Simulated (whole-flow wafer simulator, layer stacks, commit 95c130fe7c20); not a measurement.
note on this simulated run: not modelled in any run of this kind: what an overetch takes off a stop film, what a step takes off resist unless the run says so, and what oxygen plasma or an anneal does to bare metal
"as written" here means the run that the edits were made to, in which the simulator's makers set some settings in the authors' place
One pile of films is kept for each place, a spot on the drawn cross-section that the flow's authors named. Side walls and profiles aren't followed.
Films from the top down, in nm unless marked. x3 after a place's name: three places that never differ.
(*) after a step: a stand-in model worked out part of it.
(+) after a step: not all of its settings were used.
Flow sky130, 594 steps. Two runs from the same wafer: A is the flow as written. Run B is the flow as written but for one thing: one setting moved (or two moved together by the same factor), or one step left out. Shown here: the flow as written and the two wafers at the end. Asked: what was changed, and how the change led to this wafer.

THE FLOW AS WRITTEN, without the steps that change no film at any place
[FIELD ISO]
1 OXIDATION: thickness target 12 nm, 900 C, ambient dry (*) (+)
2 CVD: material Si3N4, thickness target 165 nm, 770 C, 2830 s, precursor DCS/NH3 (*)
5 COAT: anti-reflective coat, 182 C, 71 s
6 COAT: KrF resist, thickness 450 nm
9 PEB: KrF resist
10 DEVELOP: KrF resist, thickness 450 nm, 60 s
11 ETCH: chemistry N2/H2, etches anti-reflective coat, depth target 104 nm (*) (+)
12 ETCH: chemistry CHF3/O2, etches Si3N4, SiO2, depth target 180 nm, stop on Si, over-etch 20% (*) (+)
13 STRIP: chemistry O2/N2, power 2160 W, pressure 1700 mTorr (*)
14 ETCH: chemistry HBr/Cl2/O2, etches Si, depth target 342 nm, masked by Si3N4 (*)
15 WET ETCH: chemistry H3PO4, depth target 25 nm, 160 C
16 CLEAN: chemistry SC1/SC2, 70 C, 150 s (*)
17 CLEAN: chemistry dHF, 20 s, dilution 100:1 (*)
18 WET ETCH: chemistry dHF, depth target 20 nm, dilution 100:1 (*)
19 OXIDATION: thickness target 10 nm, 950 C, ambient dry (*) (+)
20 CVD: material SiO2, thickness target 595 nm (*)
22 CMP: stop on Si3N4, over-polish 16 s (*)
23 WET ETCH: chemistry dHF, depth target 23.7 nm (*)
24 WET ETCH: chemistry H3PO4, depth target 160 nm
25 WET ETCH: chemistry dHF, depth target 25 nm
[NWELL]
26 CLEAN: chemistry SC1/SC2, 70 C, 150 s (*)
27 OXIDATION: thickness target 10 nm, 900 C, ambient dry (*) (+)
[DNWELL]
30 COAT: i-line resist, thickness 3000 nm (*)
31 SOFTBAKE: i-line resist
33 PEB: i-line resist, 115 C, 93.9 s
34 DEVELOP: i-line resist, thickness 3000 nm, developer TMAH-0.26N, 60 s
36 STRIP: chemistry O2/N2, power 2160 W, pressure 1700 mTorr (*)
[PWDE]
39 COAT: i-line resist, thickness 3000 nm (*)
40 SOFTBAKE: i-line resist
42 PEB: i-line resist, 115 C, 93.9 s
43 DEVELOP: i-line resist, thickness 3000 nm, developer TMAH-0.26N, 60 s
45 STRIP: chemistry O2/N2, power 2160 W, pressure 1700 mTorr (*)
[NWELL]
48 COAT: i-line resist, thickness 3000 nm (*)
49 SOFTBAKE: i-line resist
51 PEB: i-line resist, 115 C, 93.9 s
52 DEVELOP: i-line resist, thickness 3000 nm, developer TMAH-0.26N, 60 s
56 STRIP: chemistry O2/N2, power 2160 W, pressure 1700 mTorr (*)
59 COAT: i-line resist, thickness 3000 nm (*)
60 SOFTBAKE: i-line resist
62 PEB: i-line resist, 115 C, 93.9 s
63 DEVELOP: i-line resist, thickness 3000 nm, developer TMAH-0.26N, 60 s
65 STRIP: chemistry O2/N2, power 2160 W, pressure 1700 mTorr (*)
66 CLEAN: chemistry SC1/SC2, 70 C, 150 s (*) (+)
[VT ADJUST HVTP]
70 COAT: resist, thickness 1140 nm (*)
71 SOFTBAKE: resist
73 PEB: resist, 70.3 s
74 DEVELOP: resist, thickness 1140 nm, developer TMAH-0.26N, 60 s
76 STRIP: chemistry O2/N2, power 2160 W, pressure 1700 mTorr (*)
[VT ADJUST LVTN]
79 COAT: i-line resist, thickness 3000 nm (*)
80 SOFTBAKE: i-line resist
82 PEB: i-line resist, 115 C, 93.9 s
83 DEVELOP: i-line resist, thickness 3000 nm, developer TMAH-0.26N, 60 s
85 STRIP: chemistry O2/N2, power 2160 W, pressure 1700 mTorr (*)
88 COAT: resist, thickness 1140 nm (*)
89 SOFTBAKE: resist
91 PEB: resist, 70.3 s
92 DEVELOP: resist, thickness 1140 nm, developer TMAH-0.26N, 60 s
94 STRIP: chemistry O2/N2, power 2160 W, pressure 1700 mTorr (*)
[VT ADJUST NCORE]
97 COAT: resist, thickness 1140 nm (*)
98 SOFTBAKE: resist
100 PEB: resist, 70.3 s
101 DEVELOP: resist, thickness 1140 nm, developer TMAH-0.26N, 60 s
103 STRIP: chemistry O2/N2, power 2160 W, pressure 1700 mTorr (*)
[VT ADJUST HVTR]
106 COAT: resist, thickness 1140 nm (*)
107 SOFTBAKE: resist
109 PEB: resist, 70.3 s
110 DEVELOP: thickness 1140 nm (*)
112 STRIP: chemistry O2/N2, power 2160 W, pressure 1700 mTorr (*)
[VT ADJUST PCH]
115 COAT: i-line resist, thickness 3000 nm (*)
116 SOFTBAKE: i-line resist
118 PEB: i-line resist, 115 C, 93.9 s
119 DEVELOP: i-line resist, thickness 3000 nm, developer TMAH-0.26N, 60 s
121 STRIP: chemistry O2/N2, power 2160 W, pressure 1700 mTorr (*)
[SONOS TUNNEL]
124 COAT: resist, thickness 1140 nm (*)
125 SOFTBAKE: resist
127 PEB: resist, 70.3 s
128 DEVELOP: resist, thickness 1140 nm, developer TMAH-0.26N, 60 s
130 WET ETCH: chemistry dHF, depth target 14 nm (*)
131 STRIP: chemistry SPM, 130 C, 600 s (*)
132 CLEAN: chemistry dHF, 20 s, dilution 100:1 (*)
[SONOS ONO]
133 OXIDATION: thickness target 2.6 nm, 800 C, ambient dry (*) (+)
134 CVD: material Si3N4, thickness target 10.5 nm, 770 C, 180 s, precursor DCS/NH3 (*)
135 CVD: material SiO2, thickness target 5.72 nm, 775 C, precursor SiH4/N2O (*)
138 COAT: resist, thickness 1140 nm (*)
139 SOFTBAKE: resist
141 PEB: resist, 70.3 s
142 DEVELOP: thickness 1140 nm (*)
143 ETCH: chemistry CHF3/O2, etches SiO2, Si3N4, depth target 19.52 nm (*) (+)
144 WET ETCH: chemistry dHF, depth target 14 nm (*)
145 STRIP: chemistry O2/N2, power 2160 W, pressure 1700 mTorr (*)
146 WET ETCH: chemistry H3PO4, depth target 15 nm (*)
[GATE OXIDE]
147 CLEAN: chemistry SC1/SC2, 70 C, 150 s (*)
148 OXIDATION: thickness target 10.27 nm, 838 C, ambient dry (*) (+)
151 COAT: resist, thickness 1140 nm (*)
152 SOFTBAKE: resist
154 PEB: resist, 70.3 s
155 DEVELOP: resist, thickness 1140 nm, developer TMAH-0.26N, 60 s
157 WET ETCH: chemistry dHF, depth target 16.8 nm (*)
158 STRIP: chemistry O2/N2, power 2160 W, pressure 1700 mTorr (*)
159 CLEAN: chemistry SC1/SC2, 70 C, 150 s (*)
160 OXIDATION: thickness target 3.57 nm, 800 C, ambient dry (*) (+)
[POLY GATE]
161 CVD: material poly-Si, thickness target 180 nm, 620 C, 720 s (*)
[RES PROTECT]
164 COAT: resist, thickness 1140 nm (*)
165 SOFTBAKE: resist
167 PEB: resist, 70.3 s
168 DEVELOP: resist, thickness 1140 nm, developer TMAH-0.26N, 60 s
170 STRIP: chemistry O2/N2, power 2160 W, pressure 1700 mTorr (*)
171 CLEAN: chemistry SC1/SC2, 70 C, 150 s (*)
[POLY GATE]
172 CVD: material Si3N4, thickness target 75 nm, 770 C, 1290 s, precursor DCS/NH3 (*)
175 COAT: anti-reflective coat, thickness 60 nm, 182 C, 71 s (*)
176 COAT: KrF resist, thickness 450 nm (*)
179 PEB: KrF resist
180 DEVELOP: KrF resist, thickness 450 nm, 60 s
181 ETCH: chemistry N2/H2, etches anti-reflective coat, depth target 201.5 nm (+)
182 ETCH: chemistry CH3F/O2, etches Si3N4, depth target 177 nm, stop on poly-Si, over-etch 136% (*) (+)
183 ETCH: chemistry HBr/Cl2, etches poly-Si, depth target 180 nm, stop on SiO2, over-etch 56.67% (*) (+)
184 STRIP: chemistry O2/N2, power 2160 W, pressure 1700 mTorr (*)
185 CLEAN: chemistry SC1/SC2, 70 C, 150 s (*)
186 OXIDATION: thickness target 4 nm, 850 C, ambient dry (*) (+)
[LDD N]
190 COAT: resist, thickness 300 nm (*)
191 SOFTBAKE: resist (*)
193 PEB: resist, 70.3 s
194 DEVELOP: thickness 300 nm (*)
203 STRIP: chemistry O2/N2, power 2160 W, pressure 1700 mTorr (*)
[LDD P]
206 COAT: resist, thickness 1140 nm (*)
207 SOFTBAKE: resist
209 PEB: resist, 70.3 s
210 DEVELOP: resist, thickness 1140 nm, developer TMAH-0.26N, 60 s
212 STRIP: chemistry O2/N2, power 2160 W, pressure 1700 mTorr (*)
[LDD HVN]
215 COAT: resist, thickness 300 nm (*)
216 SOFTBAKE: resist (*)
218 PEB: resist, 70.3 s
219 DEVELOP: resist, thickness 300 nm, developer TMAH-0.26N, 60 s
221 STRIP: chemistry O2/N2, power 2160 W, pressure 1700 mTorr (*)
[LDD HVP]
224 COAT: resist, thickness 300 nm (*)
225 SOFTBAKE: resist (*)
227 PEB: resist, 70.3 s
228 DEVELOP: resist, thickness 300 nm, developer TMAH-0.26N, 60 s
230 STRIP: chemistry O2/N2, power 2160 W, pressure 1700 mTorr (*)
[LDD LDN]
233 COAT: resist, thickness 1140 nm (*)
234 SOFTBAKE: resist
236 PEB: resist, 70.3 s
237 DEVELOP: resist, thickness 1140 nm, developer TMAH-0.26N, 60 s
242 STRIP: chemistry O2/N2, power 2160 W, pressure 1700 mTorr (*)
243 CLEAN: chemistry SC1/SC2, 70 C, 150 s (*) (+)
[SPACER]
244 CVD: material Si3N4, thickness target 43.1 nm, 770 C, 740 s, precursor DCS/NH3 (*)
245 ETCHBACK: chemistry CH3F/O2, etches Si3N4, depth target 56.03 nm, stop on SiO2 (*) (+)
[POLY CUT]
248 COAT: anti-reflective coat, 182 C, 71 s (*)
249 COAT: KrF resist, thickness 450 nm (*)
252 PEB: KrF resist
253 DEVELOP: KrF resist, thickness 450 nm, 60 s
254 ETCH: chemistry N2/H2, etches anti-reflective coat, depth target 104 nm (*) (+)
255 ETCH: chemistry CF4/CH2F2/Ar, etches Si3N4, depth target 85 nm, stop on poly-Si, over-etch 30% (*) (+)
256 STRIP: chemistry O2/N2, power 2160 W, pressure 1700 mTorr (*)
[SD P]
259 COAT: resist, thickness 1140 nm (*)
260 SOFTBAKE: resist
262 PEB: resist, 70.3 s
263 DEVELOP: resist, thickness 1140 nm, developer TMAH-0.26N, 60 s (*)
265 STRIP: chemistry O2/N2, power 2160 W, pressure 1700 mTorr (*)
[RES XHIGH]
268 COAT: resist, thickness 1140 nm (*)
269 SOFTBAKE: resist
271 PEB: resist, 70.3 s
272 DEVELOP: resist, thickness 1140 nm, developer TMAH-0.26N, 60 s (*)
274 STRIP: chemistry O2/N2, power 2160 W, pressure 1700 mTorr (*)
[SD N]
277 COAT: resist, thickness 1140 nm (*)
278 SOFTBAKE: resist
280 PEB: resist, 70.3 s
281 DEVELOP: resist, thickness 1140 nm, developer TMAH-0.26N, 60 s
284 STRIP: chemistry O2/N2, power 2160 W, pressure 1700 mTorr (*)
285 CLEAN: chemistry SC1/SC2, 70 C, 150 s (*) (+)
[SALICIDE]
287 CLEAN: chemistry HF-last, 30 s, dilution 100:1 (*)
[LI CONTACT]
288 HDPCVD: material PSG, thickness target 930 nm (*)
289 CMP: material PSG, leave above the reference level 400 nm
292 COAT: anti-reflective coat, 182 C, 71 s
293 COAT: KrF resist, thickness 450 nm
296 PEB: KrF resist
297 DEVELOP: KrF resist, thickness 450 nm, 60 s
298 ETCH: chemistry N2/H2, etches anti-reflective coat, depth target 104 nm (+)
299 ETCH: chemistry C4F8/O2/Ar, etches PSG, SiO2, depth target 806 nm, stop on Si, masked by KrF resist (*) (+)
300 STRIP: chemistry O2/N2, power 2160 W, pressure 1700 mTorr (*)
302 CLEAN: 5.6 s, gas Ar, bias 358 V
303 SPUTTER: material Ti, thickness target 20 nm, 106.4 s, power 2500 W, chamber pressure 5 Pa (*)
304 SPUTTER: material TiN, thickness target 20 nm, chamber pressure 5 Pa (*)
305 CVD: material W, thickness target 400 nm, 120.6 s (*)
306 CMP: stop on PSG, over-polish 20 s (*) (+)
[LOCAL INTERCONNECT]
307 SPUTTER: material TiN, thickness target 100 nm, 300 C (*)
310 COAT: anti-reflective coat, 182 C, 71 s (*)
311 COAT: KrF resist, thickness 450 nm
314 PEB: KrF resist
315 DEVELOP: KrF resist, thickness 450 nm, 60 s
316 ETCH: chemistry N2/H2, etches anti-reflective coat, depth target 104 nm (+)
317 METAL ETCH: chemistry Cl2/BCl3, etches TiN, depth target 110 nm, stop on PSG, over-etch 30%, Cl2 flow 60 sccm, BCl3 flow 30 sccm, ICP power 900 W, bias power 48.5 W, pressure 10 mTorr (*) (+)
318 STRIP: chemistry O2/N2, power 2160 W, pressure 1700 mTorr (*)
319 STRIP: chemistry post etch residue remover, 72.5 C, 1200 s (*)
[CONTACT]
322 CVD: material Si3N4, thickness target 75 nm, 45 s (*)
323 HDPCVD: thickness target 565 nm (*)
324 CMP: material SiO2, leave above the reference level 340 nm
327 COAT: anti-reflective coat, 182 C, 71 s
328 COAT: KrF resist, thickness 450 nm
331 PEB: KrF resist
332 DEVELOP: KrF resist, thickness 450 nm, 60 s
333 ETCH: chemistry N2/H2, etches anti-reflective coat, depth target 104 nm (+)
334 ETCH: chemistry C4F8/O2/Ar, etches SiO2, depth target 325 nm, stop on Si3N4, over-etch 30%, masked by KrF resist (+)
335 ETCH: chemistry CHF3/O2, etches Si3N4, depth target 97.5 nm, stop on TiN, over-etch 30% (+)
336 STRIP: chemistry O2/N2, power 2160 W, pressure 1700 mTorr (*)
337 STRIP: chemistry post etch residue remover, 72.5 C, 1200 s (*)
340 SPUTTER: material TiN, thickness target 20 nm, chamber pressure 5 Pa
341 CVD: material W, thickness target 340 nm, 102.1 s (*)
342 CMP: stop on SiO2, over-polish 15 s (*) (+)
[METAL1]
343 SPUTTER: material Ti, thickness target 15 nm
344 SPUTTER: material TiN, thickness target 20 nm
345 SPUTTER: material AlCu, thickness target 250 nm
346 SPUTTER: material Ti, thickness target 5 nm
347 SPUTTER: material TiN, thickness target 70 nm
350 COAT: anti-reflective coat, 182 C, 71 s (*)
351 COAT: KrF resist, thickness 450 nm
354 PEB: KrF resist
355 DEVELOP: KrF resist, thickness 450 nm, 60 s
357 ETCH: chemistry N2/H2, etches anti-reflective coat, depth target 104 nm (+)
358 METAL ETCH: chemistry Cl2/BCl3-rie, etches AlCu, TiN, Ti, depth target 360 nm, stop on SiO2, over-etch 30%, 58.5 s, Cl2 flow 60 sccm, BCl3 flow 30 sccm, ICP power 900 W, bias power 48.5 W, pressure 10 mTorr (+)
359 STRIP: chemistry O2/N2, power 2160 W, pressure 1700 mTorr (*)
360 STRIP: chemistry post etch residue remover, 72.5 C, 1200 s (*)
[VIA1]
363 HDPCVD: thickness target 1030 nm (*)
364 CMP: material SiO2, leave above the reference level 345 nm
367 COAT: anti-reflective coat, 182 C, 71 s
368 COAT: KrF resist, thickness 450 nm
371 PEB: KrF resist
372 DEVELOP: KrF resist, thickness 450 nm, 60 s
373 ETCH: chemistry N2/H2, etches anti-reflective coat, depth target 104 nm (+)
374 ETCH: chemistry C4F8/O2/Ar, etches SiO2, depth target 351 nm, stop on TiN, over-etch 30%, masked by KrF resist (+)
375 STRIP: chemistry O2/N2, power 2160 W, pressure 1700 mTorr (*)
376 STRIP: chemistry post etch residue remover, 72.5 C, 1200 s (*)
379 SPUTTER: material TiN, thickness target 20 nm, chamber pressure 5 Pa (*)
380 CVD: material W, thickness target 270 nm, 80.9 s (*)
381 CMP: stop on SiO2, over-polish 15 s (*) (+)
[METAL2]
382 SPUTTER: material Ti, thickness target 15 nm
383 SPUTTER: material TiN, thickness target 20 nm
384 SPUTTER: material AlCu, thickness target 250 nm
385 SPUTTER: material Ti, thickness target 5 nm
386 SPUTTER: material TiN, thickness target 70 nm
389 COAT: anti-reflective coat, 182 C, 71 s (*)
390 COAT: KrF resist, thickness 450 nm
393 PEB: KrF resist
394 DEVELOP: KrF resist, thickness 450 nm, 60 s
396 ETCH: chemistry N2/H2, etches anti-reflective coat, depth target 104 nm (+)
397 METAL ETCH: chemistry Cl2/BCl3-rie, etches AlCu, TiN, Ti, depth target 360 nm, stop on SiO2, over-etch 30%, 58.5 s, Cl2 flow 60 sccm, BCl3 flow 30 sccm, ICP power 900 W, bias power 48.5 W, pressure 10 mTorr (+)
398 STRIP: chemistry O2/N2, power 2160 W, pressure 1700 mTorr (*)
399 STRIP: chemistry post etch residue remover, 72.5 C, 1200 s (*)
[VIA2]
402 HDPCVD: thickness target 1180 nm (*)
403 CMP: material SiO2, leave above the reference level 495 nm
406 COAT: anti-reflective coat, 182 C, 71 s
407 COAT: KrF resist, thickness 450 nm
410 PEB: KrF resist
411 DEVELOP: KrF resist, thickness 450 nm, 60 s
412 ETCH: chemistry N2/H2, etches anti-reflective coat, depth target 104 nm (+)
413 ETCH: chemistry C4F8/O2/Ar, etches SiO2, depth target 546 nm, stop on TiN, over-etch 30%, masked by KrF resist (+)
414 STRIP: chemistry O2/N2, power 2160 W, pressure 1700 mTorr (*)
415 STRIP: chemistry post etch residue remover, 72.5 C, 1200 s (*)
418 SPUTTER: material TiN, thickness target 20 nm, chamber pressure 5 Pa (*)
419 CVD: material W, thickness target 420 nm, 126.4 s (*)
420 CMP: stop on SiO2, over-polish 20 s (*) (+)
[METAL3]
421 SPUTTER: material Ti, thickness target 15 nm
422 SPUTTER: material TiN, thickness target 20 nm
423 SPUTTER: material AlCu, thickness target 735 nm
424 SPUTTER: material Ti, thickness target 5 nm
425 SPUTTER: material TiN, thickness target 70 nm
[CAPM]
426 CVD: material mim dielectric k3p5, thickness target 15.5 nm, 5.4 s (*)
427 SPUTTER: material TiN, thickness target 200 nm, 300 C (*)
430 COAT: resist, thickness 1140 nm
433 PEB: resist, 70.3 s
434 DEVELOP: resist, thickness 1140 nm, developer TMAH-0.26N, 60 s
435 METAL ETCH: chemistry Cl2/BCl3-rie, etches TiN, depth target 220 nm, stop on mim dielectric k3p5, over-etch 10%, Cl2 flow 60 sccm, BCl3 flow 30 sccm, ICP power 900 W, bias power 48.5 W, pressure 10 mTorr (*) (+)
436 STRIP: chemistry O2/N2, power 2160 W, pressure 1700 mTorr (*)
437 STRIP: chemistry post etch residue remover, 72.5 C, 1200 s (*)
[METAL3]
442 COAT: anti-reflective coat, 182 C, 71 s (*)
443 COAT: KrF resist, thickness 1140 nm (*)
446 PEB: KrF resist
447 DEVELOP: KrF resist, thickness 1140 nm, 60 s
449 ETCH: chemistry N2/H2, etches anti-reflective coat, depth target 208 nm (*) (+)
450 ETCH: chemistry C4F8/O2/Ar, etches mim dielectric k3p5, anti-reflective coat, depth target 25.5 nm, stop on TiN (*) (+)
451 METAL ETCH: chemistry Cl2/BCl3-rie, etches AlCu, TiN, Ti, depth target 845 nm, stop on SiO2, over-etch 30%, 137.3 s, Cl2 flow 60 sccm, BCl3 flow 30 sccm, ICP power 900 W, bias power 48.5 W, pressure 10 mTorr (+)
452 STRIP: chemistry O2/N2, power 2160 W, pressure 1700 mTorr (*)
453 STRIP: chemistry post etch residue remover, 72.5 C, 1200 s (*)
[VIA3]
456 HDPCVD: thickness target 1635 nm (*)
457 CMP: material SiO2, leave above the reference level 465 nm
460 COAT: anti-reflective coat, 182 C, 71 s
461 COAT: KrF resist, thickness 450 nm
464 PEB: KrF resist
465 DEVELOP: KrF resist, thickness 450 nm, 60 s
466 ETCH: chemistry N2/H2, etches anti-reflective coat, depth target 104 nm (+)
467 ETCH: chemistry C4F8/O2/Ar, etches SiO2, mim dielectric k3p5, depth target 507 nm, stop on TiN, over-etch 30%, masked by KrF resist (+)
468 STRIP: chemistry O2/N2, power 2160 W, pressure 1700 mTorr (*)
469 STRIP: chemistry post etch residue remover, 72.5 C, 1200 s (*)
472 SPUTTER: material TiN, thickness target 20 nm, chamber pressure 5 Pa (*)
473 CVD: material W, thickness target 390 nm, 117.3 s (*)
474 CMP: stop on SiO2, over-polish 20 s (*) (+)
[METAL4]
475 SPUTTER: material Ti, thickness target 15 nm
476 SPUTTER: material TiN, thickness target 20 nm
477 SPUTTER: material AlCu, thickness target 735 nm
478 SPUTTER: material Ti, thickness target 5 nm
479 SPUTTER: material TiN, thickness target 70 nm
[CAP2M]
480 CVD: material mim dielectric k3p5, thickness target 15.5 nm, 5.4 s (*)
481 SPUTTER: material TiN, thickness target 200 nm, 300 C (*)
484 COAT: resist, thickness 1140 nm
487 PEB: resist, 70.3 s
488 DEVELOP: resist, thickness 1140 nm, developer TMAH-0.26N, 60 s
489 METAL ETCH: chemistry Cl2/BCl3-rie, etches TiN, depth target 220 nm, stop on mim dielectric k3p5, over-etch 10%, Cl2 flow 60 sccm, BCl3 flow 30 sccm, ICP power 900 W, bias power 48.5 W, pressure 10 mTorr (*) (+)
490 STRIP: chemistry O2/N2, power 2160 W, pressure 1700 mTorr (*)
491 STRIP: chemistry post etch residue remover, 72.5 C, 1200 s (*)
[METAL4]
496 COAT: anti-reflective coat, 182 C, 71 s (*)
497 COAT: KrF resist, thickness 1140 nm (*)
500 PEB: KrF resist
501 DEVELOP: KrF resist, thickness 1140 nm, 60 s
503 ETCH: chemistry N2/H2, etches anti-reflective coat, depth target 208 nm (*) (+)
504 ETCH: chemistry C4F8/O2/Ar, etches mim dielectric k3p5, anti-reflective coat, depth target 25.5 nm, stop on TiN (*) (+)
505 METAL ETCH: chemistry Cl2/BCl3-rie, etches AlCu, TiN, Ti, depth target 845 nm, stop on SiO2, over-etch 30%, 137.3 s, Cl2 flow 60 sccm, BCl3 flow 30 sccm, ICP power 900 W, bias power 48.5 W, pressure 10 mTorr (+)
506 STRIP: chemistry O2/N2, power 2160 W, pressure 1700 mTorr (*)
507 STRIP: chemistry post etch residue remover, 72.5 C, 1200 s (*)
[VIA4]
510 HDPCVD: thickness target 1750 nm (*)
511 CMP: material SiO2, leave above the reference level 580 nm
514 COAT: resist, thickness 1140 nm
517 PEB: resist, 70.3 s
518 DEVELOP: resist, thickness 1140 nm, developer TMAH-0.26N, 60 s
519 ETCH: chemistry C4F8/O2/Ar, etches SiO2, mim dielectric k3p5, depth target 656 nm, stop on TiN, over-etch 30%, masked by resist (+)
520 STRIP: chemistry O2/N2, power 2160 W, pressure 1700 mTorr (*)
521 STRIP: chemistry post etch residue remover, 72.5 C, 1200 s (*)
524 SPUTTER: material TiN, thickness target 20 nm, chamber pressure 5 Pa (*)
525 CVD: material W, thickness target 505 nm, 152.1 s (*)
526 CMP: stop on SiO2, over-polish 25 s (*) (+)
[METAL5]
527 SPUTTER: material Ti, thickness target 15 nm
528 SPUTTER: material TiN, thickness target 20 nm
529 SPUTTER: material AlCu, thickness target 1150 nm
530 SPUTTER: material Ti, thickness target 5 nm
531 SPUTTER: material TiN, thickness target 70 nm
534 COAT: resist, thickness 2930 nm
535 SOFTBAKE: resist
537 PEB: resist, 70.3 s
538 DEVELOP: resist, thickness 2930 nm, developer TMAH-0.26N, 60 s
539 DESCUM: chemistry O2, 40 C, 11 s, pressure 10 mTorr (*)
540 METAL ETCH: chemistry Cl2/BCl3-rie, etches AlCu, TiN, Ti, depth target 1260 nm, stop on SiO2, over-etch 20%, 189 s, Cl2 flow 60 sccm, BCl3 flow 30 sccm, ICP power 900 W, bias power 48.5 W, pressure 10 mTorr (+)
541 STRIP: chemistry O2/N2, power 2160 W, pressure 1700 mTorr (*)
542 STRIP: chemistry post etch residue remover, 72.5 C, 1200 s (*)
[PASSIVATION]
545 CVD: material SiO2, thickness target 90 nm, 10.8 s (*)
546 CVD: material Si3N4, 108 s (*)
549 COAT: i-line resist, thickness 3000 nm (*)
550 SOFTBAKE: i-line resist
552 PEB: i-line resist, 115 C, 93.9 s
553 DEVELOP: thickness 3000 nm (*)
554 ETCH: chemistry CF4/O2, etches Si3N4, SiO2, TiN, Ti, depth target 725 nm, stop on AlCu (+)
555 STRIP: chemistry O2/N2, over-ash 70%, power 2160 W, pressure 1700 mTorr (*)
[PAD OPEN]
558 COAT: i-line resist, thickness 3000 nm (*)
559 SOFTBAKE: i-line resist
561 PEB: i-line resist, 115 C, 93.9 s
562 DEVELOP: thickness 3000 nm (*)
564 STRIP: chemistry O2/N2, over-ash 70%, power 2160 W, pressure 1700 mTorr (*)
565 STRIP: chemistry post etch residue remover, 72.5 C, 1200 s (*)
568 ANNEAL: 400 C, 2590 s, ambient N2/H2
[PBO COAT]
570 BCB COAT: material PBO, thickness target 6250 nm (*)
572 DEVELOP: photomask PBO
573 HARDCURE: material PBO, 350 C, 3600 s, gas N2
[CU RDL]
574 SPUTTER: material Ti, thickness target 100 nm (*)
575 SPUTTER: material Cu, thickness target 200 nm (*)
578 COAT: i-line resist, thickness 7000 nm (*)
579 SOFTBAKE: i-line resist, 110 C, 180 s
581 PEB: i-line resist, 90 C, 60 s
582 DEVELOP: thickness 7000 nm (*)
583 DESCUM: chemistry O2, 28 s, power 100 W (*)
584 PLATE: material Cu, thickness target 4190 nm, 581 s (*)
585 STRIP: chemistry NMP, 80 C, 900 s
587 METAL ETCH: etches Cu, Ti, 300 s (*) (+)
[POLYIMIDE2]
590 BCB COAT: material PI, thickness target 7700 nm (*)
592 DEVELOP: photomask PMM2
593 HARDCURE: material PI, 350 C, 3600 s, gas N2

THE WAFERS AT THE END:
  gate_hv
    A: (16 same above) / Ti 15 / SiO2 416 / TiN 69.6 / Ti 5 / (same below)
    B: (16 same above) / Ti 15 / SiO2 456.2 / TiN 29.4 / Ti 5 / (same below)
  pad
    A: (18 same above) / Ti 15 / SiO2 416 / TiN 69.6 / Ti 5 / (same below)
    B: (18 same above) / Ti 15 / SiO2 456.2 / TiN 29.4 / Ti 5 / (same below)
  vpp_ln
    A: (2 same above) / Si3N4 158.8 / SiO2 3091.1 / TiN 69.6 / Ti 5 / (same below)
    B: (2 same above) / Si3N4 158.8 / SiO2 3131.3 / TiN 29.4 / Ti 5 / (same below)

The cause: step 386, SPUTTER: thickness target 29.8 nm was run, where the flow has thickness target 70 nm.

How the change led to this, step by step:
  386 SPUTTER: material TiN, thickness target 70 nm
      field, active, n_well and 188 more: A TiN +70 (new film) | B TiN +29.8 (new film)
  397 METAL ETCH: chemistry Cl2/BCl3-rie, etches AlCu, TiN, Ti, depth target 360 nm, stop on SiO2, over-etch 30%, 58.5 s, Cl2 flow 60 sccm, BCl3 flow 30 sccm, ICP power 900 W, bias power 48.5 W, pressure 10 mTorr (+)
      field, active, gate and 82 more: A TiN -68.7 (all of it), Ti -5 (all of it), AlCu -250 (all of it), TiN -20 (all of it), Ti -15 (all of it), SiO2 -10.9 | B TiN -28.5 (all of it), Ti -5 (all of it), AlCu -250 (all of it), TiN -20 (all of it), Ti -15 (all of it), SiO2 -15
  403 CMP: material SiO2, leave above the reference level 495 nm
      n_well, p_well, gate_hv and 101 more: A SiO2 -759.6 | B SiO2 -719.4
      m1, via1_hole: A SiO2 -759.1 | B SiO2 -718.9
  413 ETCH: chemistry C4F8/O2/Ar, etches SiO2, depth target 546 nm, stop on TiN, over-etch 30%, masked by KrF resist (+)
      m1: A SiO2 -420.3 (all of it) | B SiO2 -460.5 (all of it)
      via2_hole: A SiO2 -419.8 (all of it) | B SiO2 -460 (all of it)
  418 SPUTTER: material TiN, thickness target 20 nm, chamber pressure 5 Pa (*)
      m1: A TiN +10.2 | B TiN +9.66
      via2_hole: A TiN +10.2 | B TiN +9.65
  419 CVD: material W, thickness target 420 nm, 126.4 s (*)
      m1: A W +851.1 (new film) | B W +891.9 (new film)
      via2_hole: A W +850.7 (new film) | B W +891.4 (new film)
